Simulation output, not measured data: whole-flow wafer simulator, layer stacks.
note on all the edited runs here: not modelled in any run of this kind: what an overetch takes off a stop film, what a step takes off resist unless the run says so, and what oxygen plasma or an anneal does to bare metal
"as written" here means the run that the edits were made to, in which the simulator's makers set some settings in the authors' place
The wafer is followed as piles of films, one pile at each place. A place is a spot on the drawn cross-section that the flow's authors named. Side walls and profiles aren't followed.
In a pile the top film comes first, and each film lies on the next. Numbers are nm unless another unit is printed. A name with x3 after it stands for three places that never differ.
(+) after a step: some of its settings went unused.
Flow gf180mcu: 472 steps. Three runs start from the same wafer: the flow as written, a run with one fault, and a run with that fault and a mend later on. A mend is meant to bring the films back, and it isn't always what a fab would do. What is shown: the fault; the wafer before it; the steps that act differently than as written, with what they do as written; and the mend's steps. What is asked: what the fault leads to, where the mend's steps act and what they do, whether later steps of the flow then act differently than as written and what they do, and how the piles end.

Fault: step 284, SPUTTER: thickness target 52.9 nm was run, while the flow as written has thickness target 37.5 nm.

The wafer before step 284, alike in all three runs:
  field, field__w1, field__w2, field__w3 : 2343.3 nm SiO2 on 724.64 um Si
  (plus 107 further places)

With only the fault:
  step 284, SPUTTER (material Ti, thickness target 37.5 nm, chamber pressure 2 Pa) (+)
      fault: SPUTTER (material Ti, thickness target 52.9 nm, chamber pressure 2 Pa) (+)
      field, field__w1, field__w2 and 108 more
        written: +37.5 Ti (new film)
        fault: +52.9 Ti (new film)
  Steps later in the flow that act otherwise than as written:
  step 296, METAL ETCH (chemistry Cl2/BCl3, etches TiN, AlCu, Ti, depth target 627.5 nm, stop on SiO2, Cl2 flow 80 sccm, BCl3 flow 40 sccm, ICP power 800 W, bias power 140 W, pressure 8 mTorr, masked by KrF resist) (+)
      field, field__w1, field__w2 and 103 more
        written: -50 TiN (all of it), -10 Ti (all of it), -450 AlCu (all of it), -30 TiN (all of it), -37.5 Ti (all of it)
        fault: -50 TiN (all of it), -10 Ti (all of it), -450 AlCu (all of it), -30 TiN (all of it), -52.9 Ti (all of it)
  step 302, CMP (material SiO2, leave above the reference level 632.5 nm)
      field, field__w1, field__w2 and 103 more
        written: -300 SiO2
        fault: -284.6 SiO2
  By the end, the piles at field__w8, contact, m1, m1__w1, m1_nw depart from the flow's by more than 2% or 0.5 nm, whichever is larger.
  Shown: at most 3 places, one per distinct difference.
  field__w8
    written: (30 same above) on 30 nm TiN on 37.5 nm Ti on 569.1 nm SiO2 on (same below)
    fault: (30 same above) on 30 nm TiN on 52.9 nm Ti on 569.1 nm SiO2 on (same below)
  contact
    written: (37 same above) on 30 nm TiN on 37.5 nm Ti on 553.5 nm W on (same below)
    fault: (37 same above) on 30 nm TiN on 52.9 nm Ti on 553.5 nm W on (same below)

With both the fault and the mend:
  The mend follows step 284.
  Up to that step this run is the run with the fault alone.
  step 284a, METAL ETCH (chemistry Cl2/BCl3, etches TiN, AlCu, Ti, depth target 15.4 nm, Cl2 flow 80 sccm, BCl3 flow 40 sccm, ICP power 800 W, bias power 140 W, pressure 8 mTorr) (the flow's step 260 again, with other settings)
      field, field__w1, field__w2 and 108 more
        -15.4 Ti
  Every later step of the flow that is run acts as written at every place that is followed.
  The piles end the same as the flow's at every place that both follow.
